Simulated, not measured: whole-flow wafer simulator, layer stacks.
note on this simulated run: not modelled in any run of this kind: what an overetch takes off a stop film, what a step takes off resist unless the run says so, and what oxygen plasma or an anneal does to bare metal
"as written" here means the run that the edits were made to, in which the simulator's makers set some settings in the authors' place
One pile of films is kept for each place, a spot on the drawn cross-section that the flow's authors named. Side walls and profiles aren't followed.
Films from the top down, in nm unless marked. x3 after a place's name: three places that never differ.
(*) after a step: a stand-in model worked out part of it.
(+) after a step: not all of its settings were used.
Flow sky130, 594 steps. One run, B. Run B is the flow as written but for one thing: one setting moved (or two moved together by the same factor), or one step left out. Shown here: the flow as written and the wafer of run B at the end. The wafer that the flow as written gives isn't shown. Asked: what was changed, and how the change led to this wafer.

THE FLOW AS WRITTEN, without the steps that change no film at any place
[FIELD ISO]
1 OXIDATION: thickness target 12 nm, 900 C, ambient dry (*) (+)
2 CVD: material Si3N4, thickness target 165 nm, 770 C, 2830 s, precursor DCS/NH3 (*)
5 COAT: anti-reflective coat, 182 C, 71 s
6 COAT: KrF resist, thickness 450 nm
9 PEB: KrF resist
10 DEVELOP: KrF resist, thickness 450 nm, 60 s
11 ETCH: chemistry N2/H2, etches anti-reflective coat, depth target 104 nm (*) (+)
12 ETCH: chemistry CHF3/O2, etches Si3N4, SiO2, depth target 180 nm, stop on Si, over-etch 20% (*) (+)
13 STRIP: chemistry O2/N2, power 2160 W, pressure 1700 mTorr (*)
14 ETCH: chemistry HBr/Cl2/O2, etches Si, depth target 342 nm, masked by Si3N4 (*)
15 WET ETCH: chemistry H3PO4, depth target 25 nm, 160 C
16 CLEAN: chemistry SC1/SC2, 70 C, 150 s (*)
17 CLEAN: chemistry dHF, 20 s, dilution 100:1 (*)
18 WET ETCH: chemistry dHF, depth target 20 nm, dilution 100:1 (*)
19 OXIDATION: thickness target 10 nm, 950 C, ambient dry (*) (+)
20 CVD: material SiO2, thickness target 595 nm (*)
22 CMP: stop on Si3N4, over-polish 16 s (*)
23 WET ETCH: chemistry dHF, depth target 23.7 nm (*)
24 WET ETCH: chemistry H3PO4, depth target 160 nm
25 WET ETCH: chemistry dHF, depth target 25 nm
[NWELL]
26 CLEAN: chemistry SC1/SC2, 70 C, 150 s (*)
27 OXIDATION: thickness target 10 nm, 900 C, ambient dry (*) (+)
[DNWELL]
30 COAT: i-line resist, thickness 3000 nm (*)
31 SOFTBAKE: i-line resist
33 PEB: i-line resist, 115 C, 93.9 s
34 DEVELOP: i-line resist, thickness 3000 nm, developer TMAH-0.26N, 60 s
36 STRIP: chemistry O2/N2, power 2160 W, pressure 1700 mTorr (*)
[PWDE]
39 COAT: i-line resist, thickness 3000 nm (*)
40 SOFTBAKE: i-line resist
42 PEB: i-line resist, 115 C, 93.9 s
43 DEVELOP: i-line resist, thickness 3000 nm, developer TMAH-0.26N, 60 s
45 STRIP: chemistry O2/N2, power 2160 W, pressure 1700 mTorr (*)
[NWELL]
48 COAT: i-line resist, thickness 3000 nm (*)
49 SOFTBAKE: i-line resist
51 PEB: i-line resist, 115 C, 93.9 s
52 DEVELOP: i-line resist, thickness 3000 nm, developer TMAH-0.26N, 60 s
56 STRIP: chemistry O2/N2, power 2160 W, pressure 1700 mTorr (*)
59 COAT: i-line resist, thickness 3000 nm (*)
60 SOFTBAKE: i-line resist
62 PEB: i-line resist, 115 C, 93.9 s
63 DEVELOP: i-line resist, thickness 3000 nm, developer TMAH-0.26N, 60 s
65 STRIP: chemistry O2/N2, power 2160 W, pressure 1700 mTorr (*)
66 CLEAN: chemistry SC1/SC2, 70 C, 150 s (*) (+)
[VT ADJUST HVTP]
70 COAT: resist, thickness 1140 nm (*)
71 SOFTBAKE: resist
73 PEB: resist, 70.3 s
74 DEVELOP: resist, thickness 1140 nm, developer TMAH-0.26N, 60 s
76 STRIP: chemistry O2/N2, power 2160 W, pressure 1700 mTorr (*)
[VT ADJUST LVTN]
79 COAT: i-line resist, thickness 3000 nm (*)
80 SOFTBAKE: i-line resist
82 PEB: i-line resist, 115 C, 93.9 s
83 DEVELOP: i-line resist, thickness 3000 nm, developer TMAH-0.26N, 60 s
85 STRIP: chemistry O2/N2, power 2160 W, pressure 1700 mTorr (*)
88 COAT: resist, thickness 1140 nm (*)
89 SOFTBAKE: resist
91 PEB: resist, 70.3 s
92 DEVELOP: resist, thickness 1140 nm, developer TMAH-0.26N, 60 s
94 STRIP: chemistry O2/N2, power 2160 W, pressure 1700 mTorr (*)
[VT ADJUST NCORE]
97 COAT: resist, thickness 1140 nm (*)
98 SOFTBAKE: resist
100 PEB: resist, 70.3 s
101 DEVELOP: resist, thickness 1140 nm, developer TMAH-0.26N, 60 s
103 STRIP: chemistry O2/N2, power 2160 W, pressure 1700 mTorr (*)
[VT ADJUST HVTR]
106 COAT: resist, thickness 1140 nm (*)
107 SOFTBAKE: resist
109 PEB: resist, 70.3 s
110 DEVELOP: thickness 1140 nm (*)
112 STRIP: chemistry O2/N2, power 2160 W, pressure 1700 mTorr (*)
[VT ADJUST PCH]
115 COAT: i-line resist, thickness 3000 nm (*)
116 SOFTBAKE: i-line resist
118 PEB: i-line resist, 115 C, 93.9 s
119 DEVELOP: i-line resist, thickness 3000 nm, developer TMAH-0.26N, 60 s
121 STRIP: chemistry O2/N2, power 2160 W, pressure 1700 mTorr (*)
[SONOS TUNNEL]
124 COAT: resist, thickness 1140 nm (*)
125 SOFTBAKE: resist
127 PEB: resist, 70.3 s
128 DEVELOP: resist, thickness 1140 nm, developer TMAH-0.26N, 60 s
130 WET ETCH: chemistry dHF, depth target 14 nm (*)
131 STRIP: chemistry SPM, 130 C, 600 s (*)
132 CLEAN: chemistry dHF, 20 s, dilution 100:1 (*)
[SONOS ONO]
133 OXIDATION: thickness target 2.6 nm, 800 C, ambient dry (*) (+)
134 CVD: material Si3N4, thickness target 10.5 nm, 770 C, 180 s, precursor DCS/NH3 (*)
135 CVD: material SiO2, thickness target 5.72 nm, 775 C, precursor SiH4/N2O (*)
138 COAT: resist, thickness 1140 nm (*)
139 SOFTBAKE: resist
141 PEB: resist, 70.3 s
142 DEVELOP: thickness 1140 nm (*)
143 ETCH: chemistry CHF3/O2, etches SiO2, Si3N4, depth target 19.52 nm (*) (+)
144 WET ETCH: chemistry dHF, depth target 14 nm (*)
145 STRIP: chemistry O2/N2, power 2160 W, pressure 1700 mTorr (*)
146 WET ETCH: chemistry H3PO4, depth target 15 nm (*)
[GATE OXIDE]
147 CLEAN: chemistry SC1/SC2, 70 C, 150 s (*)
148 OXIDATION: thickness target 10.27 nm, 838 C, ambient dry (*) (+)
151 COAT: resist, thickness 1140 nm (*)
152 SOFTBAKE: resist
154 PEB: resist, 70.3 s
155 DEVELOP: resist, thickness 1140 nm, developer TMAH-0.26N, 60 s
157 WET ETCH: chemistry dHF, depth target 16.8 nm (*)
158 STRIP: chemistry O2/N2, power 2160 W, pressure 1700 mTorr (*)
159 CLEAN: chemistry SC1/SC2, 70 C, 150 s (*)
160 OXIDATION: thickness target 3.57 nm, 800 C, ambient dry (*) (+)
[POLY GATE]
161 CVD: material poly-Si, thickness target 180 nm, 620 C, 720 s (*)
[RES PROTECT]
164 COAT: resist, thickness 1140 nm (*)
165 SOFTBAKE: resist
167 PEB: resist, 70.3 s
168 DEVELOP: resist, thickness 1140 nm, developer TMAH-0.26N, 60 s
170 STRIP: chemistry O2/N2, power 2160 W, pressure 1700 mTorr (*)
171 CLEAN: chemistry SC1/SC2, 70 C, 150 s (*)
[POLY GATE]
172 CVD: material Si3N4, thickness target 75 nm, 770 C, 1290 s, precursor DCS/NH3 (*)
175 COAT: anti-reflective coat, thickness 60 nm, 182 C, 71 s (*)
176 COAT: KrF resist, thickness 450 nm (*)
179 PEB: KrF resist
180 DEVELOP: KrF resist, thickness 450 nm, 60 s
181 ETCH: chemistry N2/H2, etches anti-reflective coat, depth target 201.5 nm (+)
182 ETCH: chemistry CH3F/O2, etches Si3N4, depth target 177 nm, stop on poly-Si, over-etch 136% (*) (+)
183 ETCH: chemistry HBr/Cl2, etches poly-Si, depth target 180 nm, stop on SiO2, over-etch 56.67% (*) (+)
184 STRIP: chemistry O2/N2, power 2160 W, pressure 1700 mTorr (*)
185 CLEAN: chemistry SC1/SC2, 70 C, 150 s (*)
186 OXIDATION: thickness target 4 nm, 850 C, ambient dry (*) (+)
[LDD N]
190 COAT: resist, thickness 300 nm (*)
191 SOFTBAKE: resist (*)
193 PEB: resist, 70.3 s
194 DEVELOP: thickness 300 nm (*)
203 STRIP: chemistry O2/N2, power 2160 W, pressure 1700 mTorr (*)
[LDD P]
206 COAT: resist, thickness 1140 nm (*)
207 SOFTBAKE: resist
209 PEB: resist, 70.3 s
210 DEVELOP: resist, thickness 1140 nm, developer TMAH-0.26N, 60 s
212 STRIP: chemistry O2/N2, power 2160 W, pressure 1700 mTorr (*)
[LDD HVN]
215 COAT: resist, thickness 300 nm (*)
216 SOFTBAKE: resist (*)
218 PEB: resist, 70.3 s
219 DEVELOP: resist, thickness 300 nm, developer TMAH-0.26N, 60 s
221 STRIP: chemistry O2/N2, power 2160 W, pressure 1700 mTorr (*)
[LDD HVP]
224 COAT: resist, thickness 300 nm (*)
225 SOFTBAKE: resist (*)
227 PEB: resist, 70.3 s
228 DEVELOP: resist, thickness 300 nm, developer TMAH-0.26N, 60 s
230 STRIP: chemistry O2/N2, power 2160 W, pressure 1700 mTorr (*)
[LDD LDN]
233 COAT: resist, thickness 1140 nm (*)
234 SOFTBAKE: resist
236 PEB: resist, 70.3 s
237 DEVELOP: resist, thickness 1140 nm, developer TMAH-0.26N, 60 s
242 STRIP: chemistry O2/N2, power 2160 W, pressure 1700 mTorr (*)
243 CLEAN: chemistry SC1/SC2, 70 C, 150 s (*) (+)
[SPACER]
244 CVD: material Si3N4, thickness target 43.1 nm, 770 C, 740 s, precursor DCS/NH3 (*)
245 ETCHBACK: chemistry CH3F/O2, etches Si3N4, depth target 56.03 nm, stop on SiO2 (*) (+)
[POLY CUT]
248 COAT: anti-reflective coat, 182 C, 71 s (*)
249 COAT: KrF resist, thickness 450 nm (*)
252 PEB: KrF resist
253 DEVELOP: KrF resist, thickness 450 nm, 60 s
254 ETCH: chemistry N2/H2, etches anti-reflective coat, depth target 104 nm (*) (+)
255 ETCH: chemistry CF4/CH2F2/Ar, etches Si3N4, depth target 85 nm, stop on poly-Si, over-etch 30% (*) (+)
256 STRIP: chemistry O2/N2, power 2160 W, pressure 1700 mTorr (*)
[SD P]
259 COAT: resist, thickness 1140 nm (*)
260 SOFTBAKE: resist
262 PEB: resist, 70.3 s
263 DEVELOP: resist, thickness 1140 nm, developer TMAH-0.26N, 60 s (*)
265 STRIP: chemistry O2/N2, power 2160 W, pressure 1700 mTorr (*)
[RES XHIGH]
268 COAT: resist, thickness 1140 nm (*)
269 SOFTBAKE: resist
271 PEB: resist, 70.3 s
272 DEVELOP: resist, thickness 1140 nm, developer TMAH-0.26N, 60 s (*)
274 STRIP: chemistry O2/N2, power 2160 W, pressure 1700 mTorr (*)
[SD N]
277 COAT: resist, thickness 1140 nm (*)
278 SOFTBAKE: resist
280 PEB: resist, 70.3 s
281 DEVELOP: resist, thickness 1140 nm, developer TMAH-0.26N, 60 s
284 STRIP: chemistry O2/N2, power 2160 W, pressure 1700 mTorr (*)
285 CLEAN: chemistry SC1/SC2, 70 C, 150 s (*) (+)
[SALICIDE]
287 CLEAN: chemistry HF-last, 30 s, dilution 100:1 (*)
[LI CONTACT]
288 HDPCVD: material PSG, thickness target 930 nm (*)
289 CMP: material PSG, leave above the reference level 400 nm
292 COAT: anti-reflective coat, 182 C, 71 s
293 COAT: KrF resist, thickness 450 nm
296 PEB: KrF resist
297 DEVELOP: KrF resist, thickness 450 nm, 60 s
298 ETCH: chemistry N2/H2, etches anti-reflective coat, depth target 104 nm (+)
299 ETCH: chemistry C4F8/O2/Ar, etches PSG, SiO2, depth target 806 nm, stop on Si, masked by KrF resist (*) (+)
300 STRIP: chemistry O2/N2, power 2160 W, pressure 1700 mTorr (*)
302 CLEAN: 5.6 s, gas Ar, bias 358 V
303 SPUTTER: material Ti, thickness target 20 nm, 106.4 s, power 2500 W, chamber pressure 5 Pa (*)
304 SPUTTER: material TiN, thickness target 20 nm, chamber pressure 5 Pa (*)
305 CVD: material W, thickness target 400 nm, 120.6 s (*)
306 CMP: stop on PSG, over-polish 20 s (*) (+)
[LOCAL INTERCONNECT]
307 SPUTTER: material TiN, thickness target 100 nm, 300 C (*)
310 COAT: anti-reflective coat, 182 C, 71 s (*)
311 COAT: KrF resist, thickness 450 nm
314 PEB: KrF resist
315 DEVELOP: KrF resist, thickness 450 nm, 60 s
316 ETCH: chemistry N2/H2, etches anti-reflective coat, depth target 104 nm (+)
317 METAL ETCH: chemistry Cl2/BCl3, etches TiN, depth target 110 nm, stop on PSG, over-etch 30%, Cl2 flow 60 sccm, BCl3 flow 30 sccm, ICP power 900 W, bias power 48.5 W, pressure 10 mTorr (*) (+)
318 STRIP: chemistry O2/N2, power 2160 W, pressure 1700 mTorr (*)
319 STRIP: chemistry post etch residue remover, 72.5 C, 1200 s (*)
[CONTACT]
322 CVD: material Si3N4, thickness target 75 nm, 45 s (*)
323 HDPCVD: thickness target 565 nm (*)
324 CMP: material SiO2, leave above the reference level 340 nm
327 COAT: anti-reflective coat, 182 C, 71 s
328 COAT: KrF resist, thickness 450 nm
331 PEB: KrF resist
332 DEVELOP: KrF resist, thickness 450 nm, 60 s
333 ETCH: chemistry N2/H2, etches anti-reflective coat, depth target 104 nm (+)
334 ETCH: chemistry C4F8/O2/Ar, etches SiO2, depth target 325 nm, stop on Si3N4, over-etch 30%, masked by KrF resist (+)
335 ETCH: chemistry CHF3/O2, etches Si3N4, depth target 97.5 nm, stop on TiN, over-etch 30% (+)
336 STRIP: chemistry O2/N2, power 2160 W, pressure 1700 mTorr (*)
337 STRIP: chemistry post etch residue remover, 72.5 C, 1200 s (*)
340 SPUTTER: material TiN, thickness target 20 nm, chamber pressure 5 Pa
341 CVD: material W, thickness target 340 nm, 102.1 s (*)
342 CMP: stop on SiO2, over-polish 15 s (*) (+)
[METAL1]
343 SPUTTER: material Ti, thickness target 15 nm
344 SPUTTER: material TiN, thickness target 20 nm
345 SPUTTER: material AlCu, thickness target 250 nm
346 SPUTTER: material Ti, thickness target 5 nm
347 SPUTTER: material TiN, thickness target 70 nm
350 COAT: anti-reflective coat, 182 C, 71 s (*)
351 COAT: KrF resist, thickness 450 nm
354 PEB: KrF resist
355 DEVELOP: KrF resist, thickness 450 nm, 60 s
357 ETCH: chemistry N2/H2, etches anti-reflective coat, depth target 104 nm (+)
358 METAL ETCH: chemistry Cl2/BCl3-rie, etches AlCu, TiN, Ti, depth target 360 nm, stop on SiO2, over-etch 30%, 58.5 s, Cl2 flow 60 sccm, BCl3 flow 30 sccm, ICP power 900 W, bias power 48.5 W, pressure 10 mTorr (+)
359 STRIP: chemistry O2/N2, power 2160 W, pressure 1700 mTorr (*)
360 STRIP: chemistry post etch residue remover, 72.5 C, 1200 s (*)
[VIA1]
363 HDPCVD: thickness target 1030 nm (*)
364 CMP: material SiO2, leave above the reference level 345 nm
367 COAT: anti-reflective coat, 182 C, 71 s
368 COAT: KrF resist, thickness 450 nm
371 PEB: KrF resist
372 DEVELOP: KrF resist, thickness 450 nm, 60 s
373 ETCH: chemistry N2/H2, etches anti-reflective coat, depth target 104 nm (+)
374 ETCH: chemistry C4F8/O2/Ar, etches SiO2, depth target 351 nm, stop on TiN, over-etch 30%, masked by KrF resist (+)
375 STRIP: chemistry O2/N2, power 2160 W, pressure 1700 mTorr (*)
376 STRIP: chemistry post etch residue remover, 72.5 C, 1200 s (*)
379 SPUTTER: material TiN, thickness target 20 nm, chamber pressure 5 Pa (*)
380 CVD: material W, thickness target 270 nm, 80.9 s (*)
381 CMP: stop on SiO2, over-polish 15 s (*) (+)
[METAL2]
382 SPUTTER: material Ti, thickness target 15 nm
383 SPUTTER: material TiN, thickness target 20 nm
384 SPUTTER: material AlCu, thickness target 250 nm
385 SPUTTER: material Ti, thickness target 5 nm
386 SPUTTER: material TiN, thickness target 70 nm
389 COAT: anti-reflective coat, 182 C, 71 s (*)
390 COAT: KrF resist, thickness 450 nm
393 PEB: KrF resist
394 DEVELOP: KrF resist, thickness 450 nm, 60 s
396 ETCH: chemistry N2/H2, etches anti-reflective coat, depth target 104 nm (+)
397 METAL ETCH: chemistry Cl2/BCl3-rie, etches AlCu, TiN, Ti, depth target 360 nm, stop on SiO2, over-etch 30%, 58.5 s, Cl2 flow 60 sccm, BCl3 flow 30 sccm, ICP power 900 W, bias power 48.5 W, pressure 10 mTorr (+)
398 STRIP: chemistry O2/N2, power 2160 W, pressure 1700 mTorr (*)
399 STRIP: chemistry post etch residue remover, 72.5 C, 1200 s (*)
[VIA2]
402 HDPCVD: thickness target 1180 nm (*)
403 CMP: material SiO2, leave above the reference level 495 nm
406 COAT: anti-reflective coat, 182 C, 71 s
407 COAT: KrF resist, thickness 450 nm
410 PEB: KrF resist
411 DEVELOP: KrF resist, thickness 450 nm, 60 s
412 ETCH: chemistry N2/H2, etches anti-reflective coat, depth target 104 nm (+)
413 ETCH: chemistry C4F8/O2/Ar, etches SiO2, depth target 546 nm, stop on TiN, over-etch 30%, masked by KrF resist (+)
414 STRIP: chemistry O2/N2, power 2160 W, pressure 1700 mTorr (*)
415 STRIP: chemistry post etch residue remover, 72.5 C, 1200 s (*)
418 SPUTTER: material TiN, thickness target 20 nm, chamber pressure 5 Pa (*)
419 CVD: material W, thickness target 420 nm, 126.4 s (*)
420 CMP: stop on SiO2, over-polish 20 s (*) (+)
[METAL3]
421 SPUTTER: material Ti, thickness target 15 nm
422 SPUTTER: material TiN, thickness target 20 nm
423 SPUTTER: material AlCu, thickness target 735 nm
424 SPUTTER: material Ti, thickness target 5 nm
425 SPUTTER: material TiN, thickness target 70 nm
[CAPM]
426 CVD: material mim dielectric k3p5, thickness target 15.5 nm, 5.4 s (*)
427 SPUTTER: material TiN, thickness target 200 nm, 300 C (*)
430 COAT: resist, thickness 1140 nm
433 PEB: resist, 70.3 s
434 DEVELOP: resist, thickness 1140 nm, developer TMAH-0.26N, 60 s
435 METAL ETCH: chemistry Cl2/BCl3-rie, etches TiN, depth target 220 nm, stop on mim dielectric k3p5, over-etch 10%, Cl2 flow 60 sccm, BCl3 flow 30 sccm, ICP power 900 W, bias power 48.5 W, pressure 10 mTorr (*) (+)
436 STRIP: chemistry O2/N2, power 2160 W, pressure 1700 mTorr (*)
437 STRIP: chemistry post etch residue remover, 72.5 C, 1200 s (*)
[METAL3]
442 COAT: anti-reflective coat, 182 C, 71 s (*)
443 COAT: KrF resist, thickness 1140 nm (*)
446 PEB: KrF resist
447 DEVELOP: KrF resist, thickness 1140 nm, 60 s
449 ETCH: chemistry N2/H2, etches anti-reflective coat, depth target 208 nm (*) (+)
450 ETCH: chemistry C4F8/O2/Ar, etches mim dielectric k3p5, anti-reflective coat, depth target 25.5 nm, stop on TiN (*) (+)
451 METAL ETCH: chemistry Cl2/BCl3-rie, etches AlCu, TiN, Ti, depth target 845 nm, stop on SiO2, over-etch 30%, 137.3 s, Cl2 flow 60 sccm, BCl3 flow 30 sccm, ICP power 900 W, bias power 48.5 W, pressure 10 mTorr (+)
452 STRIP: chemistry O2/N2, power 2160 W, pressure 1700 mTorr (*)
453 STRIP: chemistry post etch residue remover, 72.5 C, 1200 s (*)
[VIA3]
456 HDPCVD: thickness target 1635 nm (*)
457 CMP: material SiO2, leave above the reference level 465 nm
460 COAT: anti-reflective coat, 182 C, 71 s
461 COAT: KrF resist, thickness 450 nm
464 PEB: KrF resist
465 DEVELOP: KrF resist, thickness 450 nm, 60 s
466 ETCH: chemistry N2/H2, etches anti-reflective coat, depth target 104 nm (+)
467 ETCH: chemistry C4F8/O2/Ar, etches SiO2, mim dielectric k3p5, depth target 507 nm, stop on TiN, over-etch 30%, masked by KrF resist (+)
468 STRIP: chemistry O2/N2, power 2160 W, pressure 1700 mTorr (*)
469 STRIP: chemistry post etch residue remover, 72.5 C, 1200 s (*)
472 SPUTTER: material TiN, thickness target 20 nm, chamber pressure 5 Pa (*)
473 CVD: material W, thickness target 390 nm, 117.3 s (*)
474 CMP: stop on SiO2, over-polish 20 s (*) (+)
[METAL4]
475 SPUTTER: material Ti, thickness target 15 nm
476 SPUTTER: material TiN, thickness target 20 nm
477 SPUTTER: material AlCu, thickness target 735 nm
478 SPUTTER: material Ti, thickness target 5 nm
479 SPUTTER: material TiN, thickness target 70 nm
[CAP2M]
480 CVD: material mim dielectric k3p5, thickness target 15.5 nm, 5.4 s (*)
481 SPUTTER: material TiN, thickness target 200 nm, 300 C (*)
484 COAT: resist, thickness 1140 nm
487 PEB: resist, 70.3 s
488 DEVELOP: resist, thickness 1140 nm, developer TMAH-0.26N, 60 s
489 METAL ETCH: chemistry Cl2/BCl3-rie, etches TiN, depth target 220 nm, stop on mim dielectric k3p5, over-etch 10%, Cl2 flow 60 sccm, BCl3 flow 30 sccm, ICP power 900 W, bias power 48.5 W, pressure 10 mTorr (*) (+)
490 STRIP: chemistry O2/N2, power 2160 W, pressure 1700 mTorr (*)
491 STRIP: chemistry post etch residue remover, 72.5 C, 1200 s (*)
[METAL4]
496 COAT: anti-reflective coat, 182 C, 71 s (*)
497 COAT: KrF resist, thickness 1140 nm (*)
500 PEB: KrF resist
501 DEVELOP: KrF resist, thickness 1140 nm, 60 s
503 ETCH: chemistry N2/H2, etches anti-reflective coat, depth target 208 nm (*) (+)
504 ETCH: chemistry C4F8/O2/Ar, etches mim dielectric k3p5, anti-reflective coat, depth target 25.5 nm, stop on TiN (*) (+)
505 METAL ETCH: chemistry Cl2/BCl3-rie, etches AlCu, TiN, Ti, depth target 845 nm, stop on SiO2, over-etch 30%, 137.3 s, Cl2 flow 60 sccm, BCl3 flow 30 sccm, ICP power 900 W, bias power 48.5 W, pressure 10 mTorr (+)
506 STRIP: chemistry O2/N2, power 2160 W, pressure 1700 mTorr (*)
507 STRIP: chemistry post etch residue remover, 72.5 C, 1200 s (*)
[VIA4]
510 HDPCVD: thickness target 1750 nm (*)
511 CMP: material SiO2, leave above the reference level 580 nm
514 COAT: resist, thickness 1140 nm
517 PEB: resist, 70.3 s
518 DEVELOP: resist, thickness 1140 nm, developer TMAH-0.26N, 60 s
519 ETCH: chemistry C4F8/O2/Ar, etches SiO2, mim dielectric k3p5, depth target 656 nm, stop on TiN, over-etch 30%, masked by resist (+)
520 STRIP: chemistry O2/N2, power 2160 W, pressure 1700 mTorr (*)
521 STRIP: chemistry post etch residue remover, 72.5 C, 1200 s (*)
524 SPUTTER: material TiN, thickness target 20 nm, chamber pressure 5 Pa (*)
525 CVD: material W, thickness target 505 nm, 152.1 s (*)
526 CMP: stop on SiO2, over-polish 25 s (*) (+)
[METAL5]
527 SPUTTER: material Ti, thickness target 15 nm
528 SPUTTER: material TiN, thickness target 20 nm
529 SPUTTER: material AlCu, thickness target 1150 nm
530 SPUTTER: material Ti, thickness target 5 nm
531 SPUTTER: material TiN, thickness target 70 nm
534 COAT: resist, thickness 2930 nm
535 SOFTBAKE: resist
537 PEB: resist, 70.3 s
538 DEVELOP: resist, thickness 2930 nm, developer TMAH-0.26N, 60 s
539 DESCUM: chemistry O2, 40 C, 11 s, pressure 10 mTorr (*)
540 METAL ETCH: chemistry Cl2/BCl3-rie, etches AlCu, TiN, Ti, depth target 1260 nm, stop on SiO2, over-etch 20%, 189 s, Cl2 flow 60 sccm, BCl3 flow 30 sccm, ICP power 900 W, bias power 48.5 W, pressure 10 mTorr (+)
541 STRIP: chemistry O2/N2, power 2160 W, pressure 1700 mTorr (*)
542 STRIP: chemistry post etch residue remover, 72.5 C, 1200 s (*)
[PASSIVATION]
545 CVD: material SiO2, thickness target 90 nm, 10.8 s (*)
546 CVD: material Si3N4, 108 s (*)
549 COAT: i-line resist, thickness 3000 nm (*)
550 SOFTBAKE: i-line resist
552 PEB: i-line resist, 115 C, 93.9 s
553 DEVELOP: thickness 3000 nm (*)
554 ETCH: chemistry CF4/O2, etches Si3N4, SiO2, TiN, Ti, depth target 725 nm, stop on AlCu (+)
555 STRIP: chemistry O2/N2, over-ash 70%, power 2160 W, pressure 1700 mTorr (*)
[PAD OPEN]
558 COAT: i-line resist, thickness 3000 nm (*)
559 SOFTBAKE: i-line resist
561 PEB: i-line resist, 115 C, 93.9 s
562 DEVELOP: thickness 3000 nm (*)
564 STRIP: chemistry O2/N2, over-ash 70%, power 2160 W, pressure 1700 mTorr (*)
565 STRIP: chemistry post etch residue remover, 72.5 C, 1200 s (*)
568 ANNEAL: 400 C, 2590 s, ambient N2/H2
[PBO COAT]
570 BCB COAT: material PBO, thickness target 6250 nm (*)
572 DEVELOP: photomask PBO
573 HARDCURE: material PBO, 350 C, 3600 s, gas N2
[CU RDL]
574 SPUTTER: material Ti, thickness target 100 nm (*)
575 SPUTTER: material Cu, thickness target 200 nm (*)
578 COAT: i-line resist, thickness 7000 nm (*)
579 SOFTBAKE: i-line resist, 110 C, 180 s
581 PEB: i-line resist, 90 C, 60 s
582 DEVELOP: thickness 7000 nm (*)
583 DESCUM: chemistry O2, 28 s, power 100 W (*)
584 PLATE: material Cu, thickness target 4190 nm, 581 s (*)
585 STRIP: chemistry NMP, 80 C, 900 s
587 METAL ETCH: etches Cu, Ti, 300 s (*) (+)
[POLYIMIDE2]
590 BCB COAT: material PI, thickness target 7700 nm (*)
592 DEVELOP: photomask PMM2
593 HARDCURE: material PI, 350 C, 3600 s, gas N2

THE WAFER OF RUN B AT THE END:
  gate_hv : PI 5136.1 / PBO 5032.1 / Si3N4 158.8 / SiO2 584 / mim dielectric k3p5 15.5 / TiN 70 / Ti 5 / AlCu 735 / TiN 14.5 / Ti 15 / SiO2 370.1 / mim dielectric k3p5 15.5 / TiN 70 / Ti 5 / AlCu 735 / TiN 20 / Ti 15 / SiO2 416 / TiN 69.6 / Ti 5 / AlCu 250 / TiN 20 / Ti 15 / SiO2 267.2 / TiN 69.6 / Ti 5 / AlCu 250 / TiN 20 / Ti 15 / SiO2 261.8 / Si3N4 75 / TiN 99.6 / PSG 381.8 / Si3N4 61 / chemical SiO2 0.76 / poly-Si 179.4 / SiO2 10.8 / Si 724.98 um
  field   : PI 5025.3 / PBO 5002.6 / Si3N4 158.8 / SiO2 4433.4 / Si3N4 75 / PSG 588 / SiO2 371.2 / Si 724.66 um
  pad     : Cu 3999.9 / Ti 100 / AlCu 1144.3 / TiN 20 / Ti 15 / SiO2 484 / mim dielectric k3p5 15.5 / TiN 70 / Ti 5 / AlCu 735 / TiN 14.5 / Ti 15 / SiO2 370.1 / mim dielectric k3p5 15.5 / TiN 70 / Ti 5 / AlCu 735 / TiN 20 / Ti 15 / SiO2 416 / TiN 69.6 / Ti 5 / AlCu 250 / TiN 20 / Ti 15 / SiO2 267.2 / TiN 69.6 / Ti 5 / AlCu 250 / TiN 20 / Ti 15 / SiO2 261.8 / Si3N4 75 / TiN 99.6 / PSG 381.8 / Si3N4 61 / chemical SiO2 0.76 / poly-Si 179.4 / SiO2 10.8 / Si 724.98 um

The cause: step 476, SPUTTER: thickness target 14.5 nm was run, where the flow has thickness target 20 nm.
It can be read off the wafer: gate_hv has TiN 14.5, and step 476 as written asks for 20 nm.

How the change led to this, step by step:
  476 SPUTTER: material TiN, thickness target 20 nm
      field, active, n_well and 189 more: TiN +14.5 (new film) (as written it would be: TiN +20 (new film))
  505 METAL ETCH: chemistry Cl2/BCl3-rie, etches AlCu, TiN, Ti, depth target 845 nm, stop on SiO2, over-etch 30%, 137.3 s, Cl2 flow 60 sccm, BCl3 flow 30 sccm, ICP power 900 W, bias power 48.5 W, pressure 10 mTorr (+)
      field, gate, spacer and 68 more: TiN -70 (all of it), Ti -5 (all of it), AlCu -735 (all of it), TiN -14.5 (all of it), Ti -15 (all of it), SiO2 -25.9 (as written it would be: TiN -70 (all of it), Ti -5 (all of it), AlCu -735 (all of it), TiN -20 (all of it), Ti -15 (all of it), SiO2 -25.4)
      active, vpp_iso1, mim_edge_plate and 14 more: TiN -70 (all of it), Ti -5 (all of it), AlCu -735 (all of it), TiN -14.5 (all of it), Ti -15 (all of it), SiO2 -25.9 (as written it would be: TiN -70 (all of it), Ti -5 (all of it), AlCu -735 (all of it), TiN -20 (all of it), Ti -15 (all of it), SiO2 -25.3)
